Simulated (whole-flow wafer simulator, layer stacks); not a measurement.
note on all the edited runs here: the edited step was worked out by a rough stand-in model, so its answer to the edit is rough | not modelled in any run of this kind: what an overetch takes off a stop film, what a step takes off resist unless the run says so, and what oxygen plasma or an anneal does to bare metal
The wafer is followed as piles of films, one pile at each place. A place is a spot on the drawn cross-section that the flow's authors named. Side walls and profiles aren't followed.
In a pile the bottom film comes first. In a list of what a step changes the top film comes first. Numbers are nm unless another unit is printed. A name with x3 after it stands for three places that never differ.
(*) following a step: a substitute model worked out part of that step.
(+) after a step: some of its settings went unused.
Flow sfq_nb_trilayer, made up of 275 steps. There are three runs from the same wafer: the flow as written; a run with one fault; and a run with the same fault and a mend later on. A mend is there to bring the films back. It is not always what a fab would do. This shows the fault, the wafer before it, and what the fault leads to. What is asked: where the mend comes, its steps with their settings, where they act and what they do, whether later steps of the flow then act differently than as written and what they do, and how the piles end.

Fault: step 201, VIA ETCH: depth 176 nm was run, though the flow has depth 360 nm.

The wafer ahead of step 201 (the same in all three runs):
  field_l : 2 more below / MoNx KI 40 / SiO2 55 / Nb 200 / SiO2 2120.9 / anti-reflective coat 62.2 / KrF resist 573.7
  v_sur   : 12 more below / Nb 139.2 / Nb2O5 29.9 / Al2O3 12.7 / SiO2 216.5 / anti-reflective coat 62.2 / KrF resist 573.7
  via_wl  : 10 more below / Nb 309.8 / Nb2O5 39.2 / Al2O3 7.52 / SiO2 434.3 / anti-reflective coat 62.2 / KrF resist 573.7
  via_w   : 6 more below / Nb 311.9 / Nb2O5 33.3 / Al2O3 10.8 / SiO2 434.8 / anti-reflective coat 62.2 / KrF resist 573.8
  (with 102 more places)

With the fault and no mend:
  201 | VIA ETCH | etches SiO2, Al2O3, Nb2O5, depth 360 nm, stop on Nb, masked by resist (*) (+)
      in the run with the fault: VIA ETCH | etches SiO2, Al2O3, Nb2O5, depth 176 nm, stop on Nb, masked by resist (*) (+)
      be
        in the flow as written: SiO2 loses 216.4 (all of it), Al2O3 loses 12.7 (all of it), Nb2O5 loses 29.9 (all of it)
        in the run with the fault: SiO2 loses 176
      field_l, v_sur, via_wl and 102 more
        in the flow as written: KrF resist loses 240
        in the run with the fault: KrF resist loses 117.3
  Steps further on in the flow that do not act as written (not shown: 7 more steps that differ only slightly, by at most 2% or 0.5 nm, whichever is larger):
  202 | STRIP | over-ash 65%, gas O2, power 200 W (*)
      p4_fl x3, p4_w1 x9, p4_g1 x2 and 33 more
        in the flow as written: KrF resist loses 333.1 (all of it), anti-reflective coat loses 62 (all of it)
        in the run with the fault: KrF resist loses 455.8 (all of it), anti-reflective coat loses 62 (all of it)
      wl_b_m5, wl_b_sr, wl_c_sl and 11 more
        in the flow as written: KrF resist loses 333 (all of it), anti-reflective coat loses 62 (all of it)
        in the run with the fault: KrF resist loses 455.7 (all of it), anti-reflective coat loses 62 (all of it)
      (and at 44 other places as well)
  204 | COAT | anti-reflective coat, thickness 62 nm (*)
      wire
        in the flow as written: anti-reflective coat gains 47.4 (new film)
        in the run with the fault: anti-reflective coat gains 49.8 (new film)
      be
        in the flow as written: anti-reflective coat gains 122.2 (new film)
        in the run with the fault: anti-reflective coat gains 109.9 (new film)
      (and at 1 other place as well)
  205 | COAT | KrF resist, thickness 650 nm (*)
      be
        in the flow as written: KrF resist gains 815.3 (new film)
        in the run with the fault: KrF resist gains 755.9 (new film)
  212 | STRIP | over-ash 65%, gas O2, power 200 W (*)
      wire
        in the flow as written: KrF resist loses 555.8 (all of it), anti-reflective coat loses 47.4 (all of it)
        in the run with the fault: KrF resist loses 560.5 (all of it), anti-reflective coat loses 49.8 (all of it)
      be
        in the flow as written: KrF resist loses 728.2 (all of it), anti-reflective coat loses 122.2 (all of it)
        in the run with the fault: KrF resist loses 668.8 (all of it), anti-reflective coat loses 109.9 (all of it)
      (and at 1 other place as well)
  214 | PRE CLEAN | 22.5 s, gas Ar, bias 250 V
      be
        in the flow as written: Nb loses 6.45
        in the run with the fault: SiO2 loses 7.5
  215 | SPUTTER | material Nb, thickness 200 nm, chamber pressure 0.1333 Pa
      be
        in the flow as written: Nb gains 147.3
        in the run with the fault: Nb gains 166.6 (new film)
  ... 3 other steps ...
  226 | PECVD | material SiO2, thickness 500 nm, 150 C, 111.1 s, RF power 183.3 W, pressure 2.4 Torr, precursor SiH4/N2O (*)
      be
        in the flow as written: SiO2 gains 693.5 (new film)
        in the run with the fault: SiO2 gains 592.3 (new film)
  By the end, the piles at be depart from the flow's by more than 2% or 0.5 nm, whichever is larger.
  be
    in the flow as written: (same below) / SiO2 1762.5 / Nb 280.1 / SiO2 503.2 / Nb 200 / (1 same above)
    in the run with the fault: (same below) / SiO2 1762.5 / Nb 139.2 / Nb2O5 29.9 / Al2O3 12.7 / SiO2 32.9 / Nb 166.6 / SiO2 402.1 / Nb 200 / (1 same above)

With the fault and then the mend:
  The mend stands after step 201.
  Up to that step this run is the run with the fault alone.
  201a | VIA ETCH | etches SiO2, Al2O3, Nb2O5, depth 184 nm, stop on Nb, masked by resist (*) (+) (the flow's step 201, run once more with other settings)
      field_l, v_sur, via_wl and 102 more
        KrF resist loses 122.7
      be
        SiO2 loses 40.4 (all of it), Al2O3 loses 12.7 (all of it), Nb2O5 loses 29.9 (all of it)
  Every later step of the flow that is run acts as written at every place that is followed.
  At every place that both follow, the piles at the end match the flow's.
